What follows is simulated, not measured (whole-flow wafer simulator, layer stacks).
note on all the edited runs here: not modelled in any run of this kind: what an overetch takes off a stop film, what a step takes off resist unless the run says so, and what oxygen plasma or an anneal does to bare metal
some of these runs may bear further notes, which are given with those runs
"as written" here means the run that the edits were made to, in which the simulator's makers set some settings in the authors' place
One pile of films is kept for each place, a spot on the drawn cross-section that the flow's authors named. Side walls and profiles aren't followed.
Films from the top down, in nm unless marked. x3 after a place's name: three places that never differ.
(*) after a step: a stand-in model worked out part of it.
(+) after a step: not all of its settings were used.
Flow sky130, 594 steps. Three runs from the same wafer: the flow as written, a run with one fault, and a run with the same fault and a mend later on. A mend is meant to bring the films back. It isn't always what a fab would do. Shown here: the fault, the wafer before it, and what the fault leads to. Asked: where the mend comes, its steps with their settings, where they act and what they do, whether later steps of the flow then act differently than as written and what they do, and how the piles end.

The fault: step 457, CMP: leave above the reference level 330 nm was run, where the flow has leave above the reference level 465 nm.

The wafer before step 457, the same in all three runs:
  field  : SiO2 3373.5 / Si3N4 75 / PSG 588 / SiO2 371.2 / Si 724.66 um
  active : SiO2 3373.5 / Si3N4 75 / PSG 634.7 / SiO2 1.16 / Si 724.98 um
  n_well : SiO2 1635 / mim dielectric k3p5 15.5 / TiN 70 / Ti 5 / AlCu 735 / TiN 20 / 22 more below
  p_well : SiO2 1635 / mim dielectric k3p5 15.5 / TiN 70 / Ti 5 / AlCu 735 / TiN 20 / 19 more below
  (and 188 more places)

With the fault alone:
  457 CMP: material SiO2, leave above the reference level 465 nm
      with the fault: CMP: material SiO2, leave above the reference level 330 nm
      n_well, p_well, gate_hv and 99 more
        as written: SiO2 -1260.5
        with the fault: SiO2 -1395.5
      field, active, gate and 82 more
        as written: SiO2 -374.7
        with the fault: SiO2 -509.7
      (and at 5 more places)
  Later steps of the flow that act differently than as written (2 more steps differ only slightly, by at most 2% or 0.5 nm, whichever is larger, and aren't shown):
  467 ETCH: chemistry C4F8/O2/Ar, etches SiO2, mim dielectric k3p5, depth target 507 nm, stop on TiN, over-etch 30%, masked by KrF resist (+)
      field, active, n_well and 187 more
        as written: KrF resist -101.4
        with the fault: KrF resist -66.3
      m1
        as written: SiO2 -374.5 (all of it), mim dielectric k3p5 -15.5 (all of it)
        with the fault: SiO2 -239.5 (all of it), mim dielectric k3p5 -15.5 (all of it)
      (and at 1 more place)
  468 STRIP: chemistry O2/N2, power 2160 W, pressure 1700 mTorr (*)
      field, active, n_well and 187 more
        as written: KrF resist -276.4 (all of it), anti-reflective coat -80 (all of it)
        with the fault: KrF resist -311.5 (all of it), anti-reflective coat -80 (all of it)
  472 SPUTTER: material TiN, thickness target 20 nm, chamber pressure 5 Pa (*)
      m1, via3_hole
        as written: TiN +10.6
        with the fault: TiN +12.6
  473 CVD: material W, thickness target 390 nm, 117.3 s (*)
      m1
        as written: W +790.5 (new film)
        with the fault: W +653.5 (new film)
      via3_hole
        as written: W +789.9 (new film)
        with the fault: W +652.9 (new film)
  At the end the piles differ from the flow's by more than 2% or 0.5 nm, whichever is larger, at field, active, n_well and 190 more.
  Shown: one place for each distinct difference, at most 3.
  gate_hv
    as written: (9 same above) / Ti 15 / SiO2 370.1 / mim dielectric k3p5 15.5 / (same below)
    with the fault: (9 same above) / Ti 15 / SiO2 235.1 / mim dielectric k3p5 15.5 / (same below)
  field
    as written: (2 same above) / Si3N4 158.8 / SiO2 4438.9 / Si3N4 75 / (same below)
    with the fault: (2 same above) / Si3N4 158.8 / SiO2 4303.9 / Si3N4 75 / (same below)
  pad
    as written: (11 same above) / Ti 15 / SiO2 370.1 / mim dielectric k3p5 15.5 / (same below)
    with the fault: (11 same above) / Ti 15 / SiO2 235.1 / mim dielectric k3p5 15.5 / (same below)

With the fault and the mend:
  The mend comes after step 457.
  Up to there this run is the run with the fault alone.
  457a HDPCVD: thickness target 135 nm (*) (the flow's step 456 once more, with other settings)
      field, active, n_well and 189 more
        SiO2 +135
  No later step of the flow acts differently than as written, at any place that is followed, by more than 2% or 0.5 nm, whichever is larger.
  At the end the piles are the same as the flow's at every place that both follow.
